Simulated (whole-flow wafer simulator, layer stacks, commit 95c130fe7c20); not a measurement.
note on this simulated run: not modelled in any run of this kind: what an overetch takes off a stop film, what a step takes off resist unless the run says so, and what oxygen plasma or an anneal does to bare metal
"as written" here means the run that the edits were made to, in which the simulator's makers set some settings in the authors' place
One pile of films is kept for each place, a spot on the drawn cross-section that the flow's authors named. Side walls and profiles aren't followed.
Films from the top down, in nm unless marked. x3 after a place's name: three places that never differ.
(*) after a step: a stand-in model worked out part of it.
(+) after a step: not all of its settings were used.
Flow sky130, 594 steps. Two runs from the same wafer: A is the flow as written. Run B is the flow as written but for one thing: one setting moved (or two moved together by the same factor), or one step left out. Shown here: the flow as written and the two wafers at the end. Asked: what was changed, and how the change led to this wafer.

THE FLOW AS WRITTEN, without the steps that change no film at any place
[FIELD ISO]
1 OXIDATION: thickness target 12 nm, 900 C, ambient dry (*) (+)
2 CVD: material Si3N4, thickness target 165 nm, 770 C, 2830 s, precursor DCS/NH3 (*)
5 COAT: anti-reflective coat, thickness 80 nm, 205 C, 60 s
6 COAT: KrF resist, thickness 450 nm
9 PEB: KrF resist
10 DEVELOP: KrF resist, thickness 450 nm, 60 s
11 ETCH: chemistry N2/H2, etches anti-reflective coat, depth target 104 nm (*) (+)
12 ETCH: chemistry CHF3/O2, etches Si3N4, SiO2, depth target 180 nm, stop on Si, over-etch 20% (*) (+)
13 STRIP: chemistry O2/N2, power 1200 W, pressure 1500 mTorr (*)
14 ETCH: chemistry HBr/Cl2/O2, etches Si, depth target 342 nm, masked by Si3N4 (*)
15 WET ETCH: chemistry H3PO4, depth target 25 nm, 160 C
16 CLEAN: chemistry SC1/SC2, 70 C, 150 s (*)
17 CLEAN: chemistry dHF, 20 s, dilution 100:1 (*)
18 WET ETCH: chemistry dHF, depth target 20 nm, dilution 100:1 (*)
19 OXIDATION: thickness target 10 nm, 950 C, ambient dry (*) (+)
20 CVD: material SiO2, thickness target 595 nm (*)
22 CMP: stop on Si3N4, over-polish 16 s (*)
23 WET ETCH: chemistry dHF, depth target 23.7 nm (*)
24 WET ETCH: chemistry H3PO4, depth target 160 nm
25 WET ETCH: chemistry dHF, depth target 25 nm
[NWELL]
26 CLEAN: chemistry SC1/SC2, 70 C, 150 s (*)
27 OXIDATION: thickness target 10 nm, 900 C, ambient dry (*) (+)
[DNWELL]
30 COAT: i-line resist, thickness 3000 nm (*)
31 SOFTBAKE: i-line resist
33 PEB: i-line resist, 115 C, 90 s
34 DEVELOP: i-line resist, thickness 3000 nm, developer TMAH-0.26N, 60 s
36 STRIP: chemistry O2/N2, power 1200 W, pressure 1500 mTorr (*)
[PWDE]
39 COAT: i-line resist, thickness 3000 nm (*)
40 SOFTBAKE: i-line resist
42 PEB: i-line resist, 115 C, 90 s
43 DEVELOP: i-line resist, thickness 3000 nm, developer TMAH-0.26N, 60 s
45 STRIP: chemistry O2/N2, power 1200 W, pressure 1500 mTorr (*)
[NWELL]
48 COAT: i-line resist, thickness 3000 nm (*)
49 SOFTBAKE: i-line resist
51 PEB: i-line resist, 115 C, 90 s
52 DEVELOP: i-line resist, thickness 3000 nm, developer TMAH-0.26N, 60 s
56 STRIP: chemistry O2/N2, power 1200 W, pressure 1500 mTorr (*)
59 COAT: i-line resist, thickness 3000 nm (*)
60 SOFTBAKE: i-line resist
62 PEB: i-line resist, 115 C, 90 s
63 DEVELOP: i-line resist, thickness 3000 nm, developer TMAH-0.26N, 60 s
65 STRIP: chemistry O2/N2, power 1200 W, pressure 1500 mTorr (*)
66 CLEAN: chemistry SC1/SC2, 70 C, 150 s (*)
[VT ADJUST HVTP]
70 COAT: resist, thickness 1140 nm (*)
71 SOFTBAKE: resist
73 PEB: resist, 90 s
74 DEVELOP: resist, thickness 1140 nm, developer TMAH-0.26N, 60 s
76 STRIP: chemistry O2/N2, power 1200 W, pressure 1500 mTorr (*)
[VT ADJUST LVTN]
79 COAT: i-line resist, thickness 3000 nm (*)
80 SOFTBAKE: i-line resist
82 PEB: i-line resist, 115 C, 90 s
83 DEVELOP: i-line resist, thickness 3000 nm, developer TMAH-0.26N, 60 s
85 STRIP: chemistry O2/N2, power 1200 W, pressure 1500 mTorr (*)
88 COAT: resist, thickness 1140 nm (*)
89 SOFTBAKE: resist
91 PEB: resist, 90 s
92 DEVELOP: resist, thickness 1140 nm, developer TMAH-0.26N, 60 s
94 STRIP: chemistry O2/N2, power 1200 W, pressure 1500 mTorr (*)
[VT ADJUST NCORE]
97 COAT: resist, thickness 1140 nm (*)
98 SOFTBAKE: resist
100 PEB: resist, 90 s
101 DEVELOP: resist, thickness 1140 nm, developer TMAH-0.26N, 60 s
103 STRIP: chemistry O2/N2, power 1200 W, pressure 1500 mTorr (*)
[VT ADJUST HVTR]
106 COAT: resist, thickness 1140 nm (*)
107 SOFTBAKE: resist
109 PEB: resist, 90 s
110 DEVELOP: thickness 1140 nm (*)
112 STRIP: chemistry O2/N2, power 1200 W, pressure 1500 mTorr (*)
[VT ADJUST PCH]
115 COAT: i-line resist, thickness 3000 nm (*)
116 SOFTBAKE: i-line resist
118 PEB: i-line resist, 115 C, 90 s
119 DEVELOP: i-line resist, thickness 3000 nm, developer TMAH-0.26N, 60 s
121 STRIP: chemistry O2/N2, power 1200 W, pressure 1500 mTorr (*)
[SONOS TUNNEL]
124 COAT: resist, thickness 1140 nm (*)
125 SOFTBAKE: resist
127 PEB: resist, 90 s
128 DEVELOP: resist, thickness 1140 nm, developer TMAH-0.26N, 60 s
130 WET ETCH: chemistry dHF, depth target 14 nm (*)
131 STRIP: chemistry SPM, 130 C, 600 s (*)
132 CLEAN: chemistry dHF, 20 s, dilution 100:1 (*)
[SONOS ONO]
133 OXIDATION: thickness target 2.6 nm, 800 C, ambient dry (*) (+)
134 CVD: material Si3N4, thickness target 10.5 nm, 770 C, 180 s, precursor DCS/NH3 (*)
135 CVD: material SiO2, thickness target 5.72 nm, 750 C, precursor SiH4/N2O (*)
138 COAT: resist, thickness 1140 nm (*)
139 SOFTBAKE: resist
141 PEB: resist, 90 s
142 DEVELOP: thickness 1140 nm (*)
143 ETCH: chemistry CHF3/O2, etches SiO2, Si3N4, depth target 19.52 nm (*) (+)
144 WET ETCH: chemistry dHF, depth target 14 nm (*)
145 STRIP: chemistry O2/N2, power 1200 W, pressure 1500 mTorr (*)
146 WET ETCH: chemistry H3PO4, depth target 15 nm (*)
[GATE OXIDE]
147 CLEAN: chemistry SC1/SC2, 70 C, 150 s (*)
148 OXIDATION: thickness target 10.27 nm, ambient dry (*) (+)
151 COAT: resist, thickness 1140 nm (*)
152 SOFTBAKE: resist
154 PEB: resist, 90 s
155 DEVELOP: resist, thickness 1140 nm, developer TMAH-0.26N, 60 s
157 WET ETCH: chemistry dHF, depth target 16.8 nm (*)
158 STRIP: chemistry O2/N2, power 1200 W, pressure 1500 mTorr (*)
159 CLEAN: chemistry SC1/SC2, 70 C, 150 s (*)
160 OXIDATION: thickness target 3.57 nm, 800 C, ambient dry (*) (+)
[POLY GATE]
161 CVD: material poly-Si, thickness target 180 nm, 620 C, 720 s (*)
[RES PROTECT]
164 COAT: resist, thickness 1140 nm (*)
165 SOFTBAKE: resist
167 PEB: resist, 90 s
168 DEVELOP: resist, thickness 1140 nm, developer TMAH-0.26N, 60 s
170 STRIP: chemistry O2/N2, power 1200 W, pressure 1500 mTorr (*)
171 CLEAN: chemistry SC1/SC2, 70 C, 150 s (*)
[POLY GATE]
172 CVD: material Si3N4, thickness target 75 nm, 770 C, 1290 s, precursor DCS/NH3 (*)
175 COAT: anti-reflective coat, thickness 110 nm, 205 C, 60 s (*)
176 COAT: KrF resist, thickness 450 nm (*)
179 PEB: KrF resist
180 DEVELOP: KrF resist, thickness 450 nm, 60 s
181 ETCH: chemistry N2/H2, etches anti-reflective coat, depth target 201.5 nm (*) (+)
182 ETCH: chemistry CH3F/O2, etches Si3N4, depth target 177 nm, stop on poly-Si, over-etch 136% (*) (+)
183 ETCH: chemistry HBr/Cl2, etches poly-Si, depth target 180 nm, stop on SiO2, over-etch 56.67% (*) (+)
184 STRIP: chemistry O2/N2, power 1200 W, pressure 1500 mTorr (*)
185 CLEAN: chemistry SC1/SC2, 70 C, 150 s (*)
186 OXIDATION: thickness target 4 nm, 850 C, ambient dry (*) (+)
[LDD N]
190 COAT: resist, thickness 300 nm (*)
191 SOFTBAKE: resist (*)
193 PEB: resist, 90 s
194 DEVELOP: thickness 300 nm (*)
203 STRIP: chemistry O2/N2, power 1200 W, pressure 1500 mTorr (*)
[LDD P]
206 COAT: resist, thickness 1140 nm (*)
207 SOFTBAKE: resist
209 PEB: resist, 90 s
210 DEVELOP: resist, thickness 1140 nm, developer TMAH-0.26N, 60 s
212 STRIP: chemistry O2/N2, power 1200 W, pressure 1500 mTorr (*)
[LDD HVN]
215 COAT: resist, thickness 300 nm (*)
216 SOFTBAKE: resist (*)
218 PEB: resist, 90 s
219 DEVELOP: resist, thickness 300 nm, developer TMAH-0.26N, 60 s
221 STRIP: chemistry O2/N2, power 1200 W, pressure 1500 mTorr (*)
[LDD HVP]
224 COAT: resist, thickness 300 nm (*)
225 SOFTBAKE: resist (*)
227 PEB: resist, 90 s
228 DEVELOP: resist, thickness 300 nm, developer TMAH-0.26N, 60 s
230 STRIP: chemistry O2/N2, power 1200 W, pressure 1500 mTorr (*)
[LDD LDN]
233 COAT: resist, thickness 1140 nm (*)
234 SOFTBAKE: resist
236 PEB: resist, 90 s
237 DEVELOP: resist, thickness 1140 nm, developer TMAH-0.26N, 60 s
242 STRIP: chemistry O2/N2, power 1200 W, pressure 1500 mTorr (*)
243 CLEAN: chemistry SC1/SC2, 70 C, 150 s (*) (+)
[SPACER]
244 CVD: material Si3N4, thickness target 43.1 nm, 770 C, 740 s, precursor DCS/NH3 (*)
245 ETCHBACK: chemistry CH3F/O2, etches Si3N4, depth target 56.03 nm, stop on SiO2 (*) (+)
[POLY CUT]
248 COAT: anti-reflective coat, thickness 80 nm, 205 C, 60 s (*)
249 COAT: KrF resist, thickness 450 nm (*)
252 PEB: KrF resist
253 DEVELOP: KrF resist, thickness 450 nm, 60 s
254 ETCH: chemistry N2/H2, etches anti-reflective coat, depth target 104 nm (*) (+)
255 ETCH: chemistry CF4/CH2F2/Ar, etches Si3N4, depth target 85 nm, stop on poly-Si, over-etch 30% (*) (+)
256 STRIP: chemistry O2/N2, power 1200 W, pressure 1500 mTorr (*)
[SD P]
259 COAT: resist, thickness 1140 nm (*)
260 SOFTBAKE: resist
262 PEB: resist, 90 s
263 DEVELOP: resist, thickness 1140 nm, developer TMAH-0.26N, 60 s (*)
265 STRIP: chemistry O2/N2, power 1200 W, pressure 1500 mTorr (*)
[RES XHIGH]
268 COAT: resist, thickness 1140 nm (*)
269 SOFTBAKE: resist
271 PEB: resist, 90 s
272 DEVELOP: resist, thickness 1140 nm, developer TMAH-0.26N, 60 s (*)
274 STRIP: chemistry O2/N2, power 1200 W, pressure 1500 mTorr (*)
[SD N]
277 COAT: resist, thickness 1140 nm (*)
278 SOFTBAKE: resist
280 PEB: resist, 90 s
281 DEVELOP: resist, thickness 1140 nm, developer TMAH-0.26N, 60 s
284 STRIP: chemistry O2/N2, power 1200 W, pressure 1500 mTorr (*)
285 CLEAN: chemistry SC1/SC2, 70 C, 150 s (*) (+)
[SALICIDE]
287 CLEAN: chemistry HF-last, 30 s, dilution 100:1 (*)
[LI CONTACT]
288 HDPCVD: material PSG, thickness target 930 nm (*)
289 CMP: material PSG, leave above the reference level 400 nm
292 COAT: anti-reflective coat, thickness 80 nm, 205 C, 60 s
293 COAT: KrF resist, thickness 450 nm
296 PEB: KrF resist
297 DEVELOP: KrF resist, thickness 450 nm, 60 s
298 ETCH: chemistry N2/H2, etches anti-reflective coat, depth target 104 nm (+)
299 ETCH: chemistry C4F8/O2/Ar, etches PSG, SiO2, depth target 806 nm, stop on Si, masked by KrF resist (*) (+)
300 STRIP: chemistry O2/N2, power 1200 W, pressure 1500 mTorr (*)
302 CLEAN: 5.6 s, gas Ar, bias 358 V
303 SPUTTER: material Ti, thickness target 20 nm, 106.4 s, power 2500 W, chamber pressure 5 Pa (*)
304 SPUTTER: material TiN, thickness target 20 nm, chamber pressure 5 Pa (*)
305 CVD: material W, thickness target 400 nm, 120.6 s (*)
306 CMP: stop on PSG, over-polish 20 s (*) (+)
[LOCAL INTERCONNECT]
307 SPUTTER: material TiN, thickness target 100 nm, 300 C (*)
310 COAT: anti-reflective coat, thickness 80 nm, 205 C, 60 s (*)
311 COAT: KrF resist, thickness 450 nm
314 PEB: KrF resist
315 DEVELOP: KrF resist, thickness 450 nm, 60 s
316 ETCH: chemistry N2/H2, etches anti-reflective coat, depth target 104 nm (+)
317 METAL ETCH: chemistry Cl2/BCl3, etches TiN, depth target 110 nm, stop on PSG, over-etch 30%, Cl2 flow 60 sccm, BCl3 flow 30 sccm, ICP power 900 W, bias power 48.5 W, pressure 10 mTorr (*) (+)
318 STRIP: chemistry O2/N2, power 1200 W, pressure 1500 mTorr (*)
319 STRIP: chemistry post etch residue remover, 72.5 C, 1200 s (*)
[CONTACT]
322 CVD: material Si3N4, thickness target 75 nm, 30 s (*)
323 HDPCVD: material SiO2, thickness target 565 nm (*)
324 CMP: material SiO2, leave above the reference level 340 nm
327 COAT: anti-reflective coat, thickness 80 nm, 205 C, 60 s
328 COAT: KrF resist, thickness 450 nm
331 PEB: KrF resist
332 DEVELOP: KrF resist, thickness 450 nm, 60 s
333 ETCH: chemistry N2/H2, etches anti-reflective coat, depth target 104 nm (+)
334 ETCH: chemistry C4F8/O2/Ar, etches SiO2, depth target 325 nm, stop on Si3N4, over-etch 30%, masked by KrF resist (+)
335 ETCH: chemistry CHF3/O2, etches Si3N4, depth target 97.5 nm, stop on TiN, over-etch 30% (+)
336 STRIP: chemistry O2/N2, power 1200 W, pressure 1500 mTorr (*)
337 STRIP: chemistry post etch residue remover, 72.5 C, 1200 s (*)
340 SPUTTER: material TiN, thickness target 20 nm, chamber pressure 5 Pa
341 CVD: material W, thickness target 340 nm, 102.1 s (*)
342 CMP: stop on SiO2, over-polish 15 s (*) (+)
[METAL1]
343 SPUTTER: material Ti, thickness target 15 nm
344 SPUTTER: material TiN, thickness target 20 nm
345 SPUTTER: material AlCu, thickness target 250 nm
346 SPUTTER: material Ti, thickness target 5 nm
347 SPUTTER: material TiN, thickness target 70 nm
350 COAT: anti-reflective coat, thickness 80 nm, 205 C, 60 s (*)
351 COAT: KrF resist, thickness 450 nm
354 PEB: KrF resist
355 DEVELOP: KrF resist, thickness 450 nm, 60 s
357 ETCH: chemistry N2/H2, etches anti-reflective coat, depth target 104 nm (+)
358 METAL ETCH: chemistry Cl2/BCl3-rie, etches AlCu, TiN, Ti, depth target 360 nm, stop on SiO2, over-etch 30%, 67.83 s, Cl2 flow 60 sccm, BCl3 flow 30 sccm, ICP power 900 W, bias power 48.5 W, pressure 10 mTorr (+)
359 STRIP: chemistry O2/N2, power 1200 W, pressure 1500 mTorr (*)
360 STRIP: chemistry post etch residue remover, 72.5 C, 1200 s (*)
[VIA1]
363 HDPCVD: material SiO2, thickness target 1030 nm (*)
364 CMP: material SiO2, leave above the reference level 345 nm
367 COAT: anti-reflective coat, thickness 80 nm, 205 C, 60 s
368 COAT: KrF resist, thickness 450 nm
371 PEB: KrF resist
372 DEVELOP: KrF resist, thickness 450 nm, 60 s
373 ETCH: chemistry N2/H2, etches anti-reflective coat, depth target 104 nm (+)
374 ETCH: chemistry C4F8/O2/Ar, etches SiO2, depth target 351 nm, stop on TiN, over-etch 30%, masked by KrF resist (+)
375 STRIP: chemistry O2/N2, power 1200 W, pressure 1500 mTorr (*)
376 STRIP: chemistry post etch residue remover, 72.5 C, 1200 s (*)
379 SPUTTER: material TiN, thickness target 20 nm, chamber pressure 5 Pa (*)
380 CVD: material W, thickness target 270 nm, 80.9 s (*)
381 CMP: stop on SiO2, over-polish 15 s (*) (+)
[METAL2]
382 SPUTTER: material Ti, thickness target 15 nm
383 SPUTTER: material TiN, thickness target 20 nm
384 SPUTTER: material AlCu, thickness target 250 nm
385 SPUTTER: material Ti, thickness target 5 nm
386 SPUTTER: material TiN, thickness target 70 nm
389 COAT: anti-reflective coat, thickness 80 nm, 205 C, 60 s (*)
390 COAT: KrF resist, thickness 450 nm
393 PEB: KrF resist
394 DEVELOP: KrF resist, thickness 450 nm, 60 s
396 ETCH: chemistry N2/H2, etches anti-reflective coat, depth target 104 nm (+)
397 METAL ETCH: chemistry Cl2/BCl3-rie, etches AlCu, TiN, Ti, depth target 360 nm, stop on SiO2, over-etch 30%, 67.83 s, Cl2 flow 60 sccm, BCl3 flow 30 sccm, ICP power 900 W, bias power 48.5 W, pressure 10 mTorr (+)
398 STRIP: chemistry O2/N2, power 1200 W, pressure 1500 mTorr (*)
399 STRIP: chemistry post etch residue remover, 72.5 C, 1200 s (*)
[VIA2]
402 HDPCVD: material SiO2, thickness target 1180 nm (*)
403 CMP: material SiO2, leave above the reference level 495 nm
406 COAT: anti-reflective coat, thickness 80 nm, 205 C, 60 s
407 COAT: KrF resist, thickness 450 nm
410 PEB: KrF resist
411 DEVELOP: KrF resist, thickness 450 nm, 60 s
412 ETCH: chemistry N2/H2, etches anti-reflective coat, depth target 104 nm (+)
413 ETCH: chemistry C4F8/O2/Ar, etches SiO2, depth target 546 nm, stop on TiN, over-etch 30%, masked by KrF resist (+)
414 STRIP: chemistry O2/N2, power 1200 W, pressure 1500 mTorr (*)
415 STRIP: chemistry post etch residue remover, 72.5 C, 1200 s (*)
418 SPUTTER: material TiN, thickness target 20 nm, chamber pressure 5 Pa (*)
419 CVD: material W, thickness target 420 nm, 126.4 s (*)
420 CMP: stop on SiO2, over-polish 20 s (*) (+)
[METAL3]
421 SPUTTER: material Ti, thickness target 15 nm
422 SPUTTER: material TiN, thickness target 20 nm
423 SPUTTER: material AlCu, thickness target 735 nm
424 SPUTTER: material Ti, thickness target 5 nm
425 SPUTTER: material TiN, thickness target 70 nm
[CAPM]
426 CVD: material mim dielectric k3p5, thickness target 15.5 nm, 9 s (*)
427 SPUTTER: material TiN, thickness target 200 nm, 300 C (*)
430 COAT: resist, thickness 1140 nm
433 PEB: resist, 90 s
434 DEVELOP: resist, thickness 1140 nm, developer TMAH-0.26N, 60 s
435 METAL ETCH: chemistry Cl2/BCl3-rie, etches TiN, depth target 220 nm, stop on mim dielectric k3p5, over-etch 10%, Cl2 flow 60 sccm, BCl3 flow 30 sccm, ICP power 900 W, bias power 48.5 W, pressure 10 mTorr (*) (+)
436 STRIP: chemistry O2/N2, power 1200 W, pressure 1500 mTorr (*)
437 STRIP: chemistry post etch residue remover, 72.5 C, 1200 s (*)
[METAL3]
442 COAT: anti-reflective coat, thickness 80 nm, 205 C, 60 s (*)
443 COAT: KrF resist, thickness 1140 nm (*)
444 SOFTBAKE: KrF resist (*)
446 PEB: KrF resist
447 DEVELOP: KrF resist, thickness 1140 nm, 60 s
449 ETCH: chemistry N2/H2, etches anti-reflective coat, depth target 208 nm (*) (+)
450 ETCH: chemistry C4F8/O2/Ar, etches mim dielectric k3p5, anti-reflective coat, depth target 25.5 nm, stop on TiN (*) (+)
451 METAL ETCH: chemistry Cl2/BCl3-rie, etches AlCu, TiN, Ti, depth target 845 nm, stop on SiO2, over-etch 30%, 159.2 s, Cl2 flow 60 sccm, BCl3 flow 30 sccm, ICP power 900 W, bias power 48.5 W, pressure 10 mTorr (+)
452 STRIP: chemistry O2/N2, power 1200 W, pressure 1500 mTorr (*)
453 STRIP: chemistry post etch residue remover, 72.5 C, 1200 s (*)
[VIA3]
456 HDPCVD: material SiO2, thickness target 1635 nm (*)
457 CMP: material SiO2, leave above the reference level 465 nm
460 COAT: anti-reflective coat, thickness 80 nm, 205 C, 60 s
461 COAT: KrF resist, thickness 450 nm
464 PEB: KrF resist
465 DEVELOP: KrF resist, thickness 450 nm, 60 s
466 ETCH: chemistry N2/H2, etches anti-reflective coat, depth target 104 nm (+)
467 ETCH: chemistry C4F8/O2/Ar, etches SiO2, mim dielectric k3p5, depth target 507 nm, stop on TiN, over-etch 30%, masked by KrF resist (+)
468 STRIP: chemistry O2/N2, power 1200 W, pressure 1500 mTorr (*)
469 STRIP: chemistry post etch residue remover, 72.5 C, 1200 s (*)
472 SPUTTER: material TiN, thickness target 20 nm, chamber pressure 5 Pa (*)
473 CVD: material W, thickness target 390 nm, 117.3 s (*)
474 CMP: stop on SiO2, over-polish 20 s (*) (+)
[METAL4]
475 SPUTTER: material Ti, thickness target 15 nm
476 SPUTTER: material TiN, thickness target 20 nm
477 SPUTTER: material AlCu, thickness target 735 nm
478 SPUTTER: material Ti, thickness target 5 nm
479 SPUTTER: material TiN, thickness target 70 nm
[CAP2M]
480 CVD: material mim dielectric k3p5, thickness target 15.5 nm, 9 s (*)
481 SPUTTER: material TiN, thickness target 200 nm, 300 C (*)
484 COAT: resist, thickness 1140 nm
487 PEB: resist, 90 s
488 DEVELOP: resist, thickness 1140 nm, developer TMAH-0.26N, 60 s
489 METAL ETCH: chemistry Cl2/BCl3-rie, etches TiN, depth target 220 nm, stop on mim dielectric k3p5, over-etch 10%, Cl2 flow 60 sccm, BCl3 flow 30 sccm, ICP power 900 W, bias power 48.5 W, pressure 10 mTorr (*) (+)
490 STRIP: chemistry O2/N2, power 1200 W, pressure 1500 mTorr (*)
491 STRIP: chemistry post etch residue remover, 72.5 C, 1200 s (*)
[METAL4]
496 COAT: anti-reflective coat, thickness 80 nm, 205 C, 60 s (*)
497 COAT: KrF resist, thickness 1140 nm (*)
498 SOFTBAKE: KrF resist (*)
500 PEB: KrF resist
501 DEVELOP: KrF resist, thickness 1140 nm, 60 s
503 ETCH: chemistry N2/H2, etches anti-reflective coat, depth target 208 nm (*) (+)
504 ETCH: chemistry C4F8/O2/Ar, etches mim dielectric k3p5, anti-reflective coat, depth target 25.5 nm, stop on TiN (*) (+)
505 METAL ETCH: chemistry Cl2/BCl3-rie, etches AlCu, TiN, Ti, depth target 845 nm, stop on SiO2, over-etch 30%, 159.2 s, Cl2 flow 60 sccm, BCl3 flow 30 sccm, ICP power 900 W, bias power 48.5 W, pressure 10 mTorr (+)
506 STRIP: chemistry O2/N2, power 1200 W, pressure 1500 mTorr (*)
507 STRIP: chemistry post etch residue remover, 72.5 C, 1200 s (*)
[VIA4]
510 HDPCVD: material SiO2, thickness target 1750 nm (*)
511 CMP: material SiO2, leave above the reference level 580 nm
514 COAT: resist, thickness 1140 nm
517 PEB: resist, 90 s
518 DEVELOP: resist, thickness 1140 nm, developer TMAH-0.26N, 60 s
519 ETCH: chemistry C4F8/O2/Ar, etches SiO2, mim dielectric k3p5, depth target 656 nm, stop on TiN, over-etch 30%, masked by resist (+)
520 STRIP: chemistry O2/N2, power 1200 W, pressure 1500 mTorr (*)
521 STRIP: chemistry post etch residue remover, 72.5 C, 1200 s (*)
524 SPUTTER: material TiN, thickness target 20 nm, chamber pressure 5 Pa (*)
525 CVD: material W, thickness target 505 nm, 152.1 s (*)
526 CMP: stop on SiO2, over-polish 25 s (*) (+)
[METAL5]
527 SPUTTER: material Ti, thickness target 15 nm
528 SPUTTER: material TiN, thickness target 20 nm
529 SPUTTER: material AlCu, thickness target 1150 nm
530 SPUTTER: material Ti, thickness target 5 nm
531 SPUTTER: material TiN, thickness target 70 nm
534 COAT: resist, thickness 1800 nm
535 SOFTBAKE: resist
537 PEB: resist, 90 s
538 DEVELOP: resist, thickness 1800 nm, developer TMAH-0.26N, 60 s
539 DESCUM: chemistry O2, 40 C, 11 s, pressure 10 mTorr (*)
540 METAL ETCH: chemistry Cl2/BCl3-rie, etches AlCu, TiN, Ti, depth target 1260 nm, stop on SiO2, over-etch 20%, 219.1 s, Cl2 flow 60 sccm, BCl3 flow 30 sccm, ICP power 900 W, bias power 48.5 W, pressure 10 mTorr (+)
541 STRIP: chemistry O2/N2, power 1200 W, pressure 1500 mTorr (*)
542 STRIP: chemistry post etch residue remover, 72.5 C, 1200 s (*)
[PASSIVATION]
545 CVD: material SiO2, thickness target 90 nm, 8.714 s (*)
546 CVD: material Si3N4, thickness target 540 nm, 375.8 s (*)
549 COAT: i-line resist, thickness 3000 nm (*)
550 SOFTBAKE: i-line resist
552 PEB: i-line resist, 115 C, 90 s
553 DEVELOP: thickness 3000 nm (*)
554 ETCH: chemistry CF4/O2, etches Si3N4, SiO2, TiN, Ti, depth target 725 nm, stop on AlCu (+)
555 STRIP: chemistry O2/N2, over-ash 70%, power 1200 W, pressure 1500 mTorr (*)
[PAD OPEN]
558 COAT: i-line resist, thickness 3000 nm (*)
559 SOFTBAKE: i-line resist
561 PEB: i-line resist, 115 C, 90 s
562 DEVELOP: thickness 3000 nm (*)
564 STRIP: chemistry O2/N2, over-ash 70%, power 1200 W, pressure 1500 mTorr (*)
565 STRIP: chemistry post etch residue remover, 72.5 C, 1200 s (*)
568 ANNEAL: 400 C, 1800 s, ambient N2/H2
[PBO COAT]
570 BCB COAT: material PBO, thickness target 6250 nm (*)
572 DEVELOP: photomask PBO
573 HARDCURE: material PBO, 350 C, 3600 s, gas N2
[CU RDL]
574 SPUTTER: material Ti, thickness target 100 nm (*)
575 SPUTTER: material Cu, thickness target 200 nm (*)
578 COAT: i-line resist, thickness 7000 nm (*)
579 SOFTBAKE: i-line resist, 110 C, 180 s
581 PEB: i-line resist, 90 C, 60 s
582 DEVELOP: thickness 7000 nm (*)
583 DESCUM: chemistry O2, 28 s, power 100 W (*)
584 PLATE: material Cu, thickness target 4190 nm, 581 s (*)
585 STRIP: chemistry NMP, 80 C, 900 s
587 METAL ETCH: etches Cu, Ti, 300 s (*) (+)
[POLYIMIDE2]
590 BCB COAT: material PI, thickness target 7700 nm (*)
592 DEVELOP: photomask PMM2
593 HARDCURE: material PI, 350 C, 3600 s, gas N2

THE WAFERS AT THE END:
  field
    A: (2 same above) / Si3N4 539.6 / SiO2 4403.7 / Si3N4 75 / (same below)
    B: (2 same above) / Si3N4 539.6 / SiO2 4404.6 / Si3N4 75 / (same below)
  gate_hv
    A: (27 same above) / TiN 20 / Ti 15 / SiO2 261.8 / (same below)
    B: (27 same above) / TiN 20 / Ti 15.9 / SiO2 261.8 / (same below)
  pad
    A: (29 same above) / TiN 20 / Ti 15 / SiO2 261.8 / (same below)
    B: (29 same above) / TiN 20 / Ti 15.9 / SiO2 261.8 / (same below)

The cause: step 343, SPUTTER: thickness target 15.9 nm was run, where the flow has thickness target 15 nm.
It can be read off the wafer: gate_hv has Ti 15.9, and step 343 as written asks for 15 nm.

How the change led to this, step by step:
  343 SPUTTER: material Ti, thickness target 15 nm
      field, active, n_well and 188 more: A Ti +15 (new film) | B Ti +15.9 (new film)
  358 METAL ETCH: chemistry Cl2/BCl3-rie, etches AlCu, TiN, Ti, depth target 360 nm, stop on SiO2, over-etch 30%, 67.83 s, Cl2 flow 60 sccm, BCl3 flow 30 sccm, ICP power 900 W, bias power 48.5 W, pressure 10 mTorr (+)
      field, active, gate and 81 more: A TiN -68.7 (all of it), Ti -5 (all of it), AlCu -250 (all of it), TiN -20 (all of it), Ti -15 (all of it), SiO2 -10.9 | B TiN -68.7 (all of it), Ti -5 (all of it), AlCu -250 (all of it), TiN -20 (all of it), Ti -15.9 (all of it), SiO2 -10.8
